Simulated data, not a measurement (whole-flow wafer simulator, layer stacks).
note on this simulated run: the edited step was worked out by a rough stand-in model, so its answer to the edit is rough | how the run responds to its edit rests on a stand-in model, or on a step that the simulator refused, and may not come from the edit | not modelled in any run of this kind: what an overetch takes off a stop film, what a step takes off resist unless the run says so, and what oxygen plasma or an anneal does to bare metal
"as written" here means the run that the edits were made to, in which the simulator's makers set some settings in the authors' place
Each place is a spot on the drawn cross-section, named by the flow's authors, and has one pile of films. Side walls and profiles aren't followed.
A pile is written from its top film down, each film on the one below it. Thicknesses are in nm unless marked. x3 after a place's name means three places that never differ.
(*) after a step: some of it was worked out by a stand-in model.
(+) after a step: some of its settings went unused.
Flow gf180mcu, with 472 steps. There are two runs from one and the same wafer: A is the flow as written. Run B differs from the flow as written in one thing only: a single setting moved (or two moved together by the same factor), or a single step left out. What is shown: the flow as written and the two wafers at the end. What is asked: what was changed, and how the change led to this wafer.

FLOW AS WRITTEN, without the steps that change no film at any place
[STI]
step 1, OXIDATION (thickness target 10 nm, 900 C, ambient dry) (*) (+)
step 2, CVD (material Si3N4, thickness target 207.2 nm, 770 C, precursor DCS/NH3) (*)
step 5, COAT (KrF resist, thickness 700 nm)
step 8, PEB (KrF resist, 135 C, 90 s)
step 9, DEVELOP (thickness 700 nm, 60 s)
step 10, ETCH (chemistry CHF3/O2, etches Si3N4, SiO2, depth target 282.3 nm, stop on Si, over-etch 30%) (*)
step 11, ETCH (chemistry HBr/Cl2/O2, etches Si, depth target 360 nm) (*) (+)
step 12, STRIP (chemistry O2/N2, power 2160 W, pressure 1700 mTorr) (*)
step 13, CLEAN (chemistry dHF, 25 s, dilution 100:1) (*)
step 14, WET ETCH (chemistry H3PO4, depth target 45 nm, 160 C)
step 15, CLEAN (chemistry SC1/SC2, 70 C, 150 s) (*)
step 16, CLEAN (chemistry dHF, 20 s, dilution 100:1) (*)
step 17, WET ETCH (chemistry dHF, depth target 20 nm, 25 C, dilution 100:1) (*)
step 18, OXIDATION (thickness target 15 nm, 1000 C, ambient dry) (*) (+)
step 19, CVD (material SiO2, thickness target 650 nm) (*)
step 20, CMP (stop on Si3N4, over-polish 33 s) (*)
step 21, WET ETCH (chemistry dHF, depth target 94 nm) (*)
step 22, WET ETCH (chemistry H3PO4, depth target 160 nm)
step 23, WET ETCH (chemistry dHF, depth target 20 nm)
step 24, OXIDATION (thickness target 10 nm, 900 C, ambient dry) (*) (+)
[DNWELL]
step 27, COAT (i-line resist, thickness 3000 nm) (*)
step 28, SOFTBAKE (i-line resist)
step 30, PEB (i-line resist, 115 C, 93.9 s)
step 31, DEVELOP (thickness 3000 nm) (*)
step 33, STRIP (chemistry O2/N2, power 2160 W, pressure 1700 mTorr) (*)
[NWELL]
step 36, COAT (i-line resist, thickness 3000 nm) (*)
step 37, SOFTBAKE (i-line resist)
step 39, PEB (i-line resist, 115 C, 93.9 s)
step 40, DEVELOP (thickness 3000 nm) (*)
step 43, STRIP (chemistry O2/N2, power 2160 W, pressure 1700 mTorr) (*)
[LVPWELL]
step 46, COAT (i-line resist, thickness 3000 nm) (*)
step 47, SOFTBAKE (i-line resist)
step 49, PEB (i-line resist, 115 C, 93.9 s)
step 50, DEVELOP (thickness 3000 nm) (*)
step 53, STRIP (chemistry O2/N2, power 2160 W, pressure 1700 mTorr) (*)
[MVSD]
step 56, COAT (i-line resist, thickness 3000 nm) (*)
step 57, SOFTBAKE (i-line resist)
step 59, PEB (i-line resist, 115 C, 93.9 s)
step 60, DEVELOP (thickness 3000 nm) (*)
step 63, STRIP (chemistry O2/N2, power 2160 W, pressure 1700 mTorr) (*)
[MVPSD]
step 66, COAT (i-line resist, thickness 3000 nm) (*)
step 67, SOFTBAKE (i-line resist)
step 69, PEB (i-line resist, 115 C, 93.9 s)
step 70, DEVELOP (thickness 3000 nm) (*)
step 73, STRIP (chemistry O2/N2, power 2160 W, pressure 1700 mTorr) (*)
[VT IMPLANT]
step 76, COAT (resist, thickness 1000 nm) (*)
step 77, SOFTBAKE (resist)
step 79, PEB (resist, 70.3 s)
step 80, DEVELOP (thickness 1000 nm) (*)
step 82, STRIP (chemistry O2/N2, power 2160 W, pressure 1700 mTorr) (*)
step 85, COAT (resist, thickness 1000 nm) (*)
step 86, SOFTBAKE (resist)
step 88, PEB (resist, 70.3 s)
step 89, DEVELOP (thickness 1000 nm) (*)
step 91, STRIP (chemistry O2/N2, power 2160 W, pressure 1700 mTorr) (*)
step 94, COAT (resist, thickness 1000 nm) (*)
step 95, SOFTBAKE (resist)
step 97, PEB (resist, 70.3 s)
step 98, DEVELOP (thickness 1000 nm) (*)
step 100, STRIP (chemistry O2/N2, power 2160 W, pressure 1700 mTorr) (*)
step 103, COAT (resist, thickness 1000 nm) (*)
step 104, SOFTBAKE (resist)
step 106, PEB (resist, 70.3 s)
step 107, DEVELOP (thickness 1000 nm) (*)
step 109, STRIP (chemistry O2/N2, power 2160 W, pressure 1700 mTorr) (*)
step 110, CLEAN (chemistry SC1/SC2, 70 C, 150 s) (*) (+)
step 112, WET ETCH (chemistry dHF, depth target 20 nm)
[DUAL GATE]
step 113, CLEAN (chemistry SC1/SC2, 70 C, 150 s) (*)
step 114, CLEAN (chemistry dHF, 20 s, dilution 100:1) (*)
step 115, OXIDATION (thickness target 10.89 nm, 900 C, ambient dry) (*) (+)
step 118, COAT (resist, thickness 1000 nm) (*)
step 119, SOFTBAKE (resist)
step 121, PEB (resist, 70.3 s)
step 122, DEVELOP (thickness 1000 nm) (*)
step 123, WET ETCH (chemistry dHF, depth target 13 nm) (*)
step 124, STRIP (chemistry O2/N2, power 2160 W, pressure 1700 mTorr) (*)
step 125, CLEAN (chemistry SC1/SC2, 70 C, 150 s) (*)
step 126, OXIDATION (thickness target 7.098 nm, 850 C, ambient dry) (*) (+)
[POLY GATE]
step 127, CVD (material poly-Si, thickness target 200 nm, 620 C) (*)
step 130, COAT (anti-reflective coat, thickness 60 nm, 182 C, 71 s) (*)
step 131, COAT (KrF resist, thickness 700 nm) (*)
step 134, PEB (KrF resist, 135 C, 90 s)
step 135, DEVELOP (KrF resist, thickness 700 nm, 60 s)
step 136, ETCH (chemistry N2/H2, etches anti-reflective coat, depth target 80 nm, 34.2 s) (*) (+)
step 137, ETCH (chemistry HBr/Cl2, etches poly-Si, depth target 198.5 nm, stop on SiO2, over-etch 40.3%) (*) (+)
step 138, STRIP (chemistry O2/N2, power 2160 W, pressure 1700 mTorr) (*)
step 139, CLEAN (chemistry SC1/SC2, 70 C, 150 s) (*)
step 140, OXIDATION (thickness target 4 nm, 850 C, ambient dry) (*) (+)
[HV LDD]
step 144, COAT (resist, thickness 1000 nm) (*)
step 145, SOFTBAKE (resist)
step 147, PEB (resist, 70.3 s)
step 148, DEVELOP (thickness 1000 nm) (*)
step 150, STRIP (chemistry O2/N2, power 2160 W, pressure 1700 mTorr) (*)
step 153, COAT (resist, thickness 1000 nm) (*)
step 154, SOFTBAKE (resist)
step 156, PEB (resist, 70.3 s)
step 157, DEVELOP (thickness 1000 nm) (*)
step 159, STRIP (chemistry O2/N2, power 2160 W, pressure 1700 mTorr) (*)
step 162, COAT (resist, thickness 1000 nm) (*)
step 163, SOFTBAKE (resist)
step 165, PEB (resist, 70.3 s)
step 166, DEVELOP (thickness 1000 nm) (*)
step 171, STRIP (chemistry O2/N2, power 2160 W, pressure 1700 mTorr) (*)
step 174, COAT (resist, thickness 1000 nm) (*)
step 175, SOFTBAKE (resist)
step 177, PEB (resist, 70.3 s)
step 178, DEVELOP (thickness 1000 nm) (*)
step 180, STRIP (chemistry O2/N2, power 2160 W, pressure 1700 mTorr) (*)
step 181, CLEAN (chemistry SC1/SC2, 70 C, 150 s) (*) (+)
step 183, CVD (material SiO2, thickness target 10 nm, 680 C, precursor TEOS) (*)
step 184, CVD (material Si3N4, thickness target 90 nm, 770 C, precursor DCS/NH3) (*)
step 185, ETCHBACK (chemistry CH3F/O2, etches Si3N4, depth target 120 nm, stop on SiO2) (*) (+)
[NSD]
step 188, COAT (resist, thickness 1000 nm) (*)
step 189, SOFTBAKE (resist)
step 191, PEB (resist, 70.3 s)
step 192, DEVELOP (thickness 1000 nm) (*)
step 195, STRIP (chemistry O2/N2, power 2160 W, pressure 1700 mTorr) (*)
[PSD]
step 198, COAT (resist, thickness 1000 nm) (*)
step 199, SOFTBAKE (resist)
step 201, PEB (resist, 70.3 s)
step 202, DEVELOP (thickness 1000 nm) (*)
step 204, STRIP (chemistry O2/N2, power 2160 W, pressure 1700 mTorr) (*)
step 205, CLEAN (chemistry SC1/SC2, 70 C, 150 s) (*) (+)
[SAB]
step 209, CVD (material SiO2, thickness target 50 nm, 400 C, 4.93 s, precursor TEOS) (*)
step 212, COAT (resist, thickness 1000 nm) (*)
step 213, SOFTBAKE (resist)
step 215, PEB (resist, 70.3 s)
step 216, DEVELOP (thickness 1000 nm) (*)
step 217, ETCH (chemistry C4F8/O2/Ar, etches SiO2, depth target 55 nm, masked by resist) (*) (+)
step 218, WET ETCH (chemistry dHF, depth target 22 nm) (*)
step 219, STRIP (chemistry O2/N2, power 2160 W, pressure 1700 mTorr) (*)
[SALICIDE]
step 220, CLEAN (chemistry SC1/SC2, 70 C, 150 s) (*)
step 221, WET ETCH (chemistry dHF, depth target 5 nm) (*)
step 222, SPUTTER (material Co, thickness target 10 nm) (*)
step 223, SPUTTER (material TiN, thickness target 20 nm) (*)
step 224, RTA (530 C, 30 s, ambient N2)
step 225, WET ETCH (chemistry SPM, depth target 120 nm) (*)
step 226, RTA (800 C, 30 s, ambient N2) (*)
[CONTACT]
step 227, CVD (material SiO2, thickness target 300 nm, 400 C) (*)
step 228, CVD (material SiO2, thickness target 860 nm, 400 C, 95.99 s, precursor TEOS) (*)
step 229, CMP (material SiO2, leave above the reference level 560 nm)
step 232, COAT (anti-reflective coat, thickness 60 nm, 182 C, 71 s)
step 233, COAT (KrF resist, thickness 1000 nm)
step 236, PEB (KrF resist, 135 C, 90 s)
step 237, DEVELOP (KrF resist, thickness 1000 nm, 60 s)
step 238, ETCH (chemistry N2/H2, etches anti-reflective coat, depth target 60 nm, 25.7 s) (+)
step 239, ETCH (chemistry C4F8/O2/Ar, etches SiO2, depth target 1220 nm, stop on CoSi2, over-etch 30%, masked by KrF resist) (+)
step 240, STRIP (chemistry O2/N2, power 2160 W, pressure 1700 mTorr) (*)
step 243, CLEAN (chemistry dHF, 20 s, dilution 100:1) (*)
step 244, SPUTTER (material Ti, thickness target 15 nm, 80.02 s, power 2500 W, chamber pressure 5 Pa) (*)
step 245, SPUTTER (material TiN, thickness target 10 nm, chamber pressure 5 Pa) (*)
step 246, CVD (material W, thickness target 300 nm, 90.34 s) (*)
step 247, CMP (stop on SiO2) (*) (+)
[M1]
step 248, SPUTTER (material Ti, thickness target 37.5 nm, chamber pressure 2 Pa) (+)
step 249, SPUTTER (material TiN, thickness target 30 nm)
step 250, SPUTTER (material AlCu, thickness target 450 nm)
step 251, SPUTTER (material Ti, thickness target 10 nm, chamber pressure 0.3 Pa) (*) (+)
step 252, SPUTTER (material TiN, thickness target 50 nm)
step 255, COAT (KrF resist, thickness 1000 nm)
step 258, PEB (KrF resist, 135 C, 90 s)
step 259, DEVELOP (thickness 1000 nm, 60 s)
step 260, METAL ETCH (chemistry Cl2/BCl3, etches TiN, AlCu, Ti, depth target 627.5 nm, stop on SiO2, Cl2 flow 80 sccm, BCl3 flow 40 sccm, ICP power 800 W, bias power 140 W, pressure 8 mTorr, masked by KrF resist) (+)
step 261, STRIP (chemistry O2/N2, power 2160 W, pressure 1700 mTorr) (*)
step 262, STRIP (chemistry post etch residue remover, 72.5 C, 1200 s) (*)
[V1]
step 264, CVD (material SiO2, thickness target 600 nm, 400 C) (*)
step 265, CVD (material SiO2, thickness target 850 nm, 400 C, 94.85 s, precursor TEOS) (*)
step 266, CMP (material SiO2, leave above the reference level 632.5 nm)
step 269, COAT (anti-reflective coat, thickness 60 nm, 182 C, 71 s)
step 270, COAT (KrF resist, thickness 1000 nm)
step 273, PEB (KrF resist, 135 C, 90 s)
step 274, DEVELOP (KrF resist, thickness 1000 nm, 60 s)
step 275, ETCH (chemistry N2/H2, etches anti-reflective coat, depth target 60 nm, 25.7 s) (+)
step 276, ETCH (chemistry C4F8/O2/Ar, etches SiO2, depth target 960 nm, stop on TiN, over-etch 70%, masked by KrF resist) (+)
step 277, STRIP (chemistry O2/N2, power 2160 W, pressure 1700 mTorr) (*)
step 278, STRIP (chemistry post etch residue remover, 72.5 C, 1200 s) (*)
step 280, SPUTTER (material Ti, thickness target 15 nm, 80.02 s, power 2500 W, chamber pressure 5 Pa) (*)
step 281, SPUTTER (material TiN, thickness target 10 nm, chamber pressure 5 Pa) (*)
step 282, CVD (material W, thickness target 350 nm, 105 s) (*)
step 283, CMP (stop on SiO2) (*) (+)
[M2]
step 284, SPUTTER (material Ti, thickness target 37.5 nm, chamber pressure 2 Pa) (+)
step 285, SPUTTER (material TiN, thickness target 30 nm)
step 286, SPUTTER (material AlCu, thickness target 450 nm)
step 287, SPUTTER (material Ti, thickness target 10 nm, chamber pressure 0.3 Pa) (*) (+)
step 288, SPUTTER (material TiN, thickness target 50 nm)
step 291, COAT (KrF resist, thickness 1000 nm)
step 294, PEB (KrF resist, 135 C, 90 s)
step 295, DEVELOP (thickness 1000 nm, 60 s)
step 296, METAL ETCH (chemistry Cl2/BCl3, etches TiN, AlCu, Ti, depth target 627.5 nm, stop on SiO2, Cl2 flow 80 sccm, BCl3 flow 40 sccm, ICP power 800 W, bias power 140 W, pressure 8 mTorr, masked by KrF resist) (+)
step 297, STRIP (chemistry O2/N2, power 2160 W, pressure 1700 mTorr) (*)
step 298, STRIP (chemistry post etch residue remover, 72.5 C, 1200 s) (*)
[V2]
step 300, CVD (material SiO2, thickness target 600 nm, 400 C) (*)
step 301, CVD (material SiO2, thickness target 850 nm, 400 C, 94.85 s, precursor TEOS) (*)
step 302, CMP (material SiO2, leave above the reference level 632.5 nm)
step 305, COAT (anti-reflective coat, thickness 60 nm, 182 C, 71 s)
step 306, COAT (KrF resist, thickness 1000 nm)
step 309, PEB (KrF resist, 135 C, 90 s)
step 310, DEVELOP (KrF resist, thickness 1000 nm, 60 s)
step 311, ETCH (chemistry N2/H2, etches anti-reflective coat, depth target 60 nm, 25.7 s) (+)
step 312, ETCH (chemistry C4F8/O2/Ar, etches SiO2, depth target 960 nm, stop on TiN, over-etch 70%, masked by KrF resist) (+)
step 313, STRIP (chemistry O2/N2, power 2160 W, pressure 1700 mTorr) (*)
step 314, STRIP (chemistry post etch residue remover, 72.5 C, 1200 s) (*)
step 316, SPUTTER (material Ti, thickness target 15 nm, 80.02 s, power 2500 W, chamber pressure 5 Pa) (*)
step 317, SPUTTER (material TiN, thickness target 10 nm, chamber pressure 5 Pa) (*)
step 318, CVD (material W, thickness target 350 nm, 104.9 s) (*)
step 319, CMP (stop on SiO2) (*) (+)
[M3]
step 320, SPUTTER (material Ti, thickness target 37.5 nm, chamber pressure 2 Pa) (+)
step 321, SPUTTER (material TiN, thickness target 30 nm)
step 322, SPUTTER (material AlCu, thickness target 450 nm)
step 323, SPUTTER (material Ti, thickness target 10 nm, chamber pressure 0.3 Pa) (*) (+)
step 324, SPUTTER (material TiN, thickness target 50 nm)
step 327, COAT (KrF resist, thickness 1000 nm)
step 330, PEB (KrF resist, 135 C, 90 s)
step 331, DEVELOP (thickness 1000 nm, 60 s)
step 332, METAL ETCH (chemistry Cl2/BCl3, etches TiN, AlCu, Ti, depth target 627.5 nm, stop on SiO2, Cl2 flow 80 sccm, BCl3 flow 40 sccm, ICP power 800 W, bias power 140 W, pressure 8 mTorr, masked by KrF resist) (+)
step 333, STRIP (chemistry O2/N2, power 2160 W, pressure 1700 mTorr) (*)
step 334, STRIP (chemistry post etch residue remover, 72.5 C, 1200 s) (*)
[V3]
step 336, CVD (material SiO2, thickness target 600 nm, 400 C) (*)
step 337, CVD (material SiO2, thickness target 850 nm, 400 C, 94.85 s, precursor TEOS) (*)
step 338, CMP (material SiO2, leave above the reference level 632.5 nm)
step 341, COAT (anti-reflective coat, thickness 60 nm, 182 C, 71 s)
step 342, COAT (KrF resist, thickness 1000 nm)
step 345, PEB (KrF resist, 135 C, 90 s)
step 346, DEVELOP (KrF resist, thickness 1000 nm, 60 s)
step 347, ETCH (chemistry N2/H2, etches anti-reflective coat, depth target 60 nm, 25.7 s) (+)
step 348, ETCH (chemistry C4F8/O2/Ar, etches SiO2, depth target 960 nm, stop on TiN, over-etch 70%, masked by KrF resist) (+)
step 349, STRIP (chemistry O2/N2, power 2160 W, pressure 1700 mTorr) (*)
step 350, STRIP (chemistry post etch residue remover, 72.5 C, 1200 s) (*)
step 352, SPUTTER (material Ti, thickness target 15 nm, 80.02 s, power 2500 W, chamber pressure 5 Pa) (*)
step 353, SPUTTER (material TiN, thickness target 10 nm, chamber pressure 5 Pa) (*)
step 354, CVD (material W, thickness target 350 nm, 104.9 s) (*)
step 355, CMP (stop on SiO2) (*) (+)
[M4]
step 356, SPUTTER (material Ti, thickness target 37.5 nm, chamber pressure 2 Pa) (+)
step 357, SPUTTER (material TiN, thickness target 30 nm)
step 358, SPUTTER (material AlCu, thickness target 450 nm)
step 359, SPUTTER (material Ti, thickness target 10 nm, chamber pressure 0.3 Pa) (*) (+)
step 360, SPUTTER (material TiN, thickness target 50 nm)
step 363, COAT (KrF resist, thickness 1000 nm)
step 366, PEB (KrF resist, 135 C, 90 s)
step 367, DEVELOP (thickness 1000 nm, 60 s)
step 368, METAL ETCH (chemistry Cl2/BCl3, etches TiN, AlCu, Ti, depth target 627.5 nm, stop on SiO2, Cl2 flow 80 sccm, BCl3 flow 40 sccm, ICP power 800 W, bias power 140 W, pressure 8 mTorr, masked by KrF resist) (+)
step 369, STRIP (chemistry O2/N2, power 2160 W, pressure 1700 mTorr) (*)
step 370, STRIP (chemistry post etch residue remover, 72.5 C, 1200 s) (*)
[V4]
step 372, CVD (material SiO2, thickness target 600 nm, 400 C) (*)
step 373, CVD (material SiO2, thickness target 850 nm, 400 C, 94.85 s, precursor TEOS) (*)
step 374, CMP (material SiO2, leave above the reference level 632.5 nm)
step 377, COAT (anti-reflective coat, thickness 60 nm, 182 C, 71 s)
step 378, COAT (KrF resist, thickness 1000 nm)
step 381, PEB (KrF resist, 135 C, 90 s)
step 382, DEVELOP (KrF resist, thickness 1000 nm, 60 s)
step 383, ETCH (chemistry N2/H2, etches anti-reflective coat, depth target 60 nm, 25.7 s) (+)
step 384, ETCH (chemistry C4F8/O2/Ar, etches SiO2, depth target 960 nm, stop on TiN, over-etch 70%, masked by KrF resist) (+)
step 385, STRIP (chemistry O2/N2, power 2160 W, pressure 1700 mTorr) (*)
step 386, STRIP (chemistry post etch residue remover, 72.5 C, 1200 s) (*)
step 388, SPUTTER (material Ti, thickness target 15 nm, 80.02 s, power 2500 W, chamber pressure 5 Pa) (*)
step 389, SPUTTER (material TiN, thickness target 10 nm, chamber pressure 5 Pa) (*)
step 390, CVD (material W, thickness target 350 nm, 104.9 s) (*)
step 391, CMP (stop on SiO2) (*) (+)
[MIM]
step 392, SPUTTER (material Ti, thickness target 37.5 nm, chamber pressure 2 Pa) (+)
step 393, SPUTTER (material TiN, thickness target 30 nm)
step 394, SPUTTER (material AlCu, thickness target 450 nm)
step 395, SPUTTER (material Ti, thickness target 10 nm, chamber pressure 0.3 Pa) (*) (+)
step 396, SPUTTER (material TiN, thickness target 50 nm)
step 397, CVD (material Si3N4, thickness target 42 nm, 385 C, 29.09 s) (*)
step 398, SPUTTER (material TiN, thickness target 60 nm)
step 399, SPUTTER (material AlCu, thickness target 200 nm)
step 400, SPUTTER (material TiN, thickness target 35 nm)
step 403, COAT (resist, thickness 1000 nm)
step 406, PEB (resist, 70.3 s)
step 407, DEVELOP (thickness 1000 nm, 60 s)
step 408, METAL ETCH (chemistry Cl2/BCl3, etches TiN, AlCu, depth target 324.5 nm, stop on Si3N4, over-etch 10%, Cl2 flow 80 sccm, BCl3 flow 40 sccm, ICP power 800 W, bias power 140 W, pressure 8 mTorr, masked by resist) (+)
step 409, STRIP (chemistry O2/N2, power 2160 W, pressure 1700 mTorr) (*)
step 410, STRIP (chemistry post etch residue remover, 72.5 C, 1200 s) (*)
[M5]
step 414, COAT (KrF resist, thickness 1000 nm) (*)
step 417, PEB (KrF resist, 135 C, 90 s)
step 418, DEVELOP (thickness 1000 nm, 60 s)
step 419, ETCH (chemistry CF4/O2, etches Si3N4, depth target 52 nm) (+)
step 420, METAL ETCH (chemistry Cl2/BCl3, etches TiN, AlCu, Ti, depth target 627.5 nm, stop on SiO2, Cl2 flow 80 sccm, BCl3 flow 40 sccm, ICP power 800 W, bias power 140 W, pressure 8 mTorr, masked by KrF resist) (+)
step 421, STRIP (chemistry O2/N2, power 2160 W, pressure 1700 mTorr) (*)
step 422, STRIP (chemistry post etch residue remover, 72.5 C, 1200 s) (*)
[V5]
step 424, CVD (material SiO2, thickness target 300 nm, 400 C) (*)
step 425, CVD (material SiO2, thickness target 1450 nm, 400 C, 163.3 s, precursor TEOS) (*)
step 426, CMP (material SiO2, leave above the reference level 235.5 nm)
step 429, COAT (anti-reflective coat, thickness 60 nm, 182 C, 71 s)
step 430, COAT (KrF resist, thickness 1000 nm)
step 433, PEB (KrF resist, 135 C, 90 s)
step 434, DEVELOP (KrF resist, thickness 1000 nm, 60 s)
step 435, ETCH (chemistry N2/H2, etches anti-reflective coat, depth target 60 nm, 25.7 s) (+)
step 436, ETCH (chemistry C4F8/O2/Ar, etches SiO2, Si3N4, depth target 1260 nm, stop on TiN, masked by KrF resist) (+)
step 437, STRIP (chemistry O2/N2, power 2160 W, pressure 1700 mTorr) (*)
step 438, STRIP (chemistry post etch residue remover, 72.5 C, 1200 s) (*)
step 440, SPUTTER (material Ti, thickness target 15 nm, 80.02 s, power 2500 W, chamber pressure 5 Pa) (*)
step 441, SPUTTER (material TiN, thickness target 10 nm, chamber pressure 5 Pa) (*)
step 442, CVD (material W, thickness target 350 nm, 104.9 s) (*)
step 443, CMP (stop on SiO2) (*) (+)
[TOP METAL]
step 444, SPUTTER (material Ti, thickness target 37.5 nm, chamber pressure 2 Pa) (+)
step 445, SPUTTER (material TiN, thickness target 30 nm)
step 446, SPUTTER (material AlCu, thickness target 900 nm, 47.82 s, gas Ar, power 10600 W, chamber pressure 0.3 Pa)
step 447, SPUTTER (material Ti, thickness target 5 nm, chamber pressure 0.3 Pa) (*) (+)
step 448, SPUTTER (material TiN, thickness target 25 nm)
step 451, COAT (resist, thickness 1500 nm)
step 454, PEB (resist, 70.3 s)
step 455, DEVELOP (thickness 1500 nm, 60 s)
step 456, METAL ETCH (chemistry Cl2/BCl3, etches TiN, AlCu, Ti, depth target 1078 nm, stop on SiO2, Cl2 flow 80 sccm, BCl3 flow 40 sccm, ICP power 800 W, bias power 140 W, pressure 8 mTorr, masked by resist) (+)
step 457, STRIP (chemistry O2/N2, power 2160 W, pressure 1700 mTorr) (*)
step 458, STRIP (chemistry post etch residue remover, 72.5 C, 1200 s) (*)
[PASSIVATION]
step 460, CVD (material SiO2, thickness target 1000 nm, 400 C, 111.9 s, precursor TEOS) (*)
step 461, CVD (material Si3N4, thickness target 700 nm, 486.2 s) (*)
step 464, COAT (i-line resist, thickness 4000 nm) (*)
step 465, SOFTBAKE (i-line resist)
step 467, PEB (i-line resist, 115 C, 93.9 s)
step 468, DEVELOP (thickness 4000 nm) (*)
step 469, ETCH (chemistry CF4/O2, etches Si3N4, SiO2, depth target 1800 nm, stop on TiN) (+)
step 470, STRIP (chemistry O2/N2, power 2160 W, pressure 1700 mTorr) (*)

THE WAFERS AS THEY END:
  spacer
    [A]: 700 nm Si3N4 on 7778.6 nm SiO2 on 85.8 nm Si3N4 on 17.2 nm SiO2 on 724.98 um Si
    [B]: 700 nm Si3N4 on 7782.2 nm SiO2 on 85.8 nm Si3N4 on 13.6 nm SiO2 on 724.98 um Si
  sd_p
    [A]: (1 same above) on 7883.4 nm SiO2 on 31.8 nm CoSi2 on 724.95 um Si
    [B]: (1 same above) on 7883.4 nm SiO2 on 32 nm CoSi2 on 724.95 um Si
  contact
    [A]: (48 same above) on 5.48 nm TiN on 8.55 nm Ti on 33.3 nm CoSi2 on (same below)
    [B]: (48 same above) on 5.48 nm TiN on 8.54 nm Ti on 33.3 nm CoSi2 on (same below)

The reason: step 183, CVD: thickness target 6.4 nm was run, though the flow has thickness target 10 nm.

The path from the change to this, step by step:
  step 183, CVD (material SiO2, thickness target 10 nm, 680 C, precursor TEOS) (*)
      field, field__w1, field__w2 and 99 more: A +10 SiO2 | B +6.4 SiO2
      ld_drift_p: A +9.87 SiO2 | B +6.32 SiO2
      (and at 1 other place as well)
  step 189, SOFTBAKE (resist)
      field: A +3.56 resist | B -0.36 resist
      active_hv: A +2.68 resist | B -0.53 resist
      (and at 3 other places as well)
  step 199, SOFTBAKE (resist)
      field: A +3.56 resist | B -0.36 resist
      active_hv: A +2.68 resist | B -0.53 resist
      (and at 3 other places as well)
  step 218, WET ETCH (chemistry dHF, depth target 22 nm) (*)
      gate, gate_hv, gate_p and 23 more: A -5.48 SiO2 (all of it) | B -1.88 SiO2 (all of it)
      active, p_well, sd_n, iso_ptap_pw, iso_ntap_nw, iso_ptap_sub, vpnp_e: A -9.01 SiO2 (all of it) | B -5.41 SiO2 (all of it)
      (and at 16 other places as well)
  step 229, CMP (material SiO2, leave above the reference level 560 nm)
      mim: A -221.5 SiO2 | B -216.9 SiO2
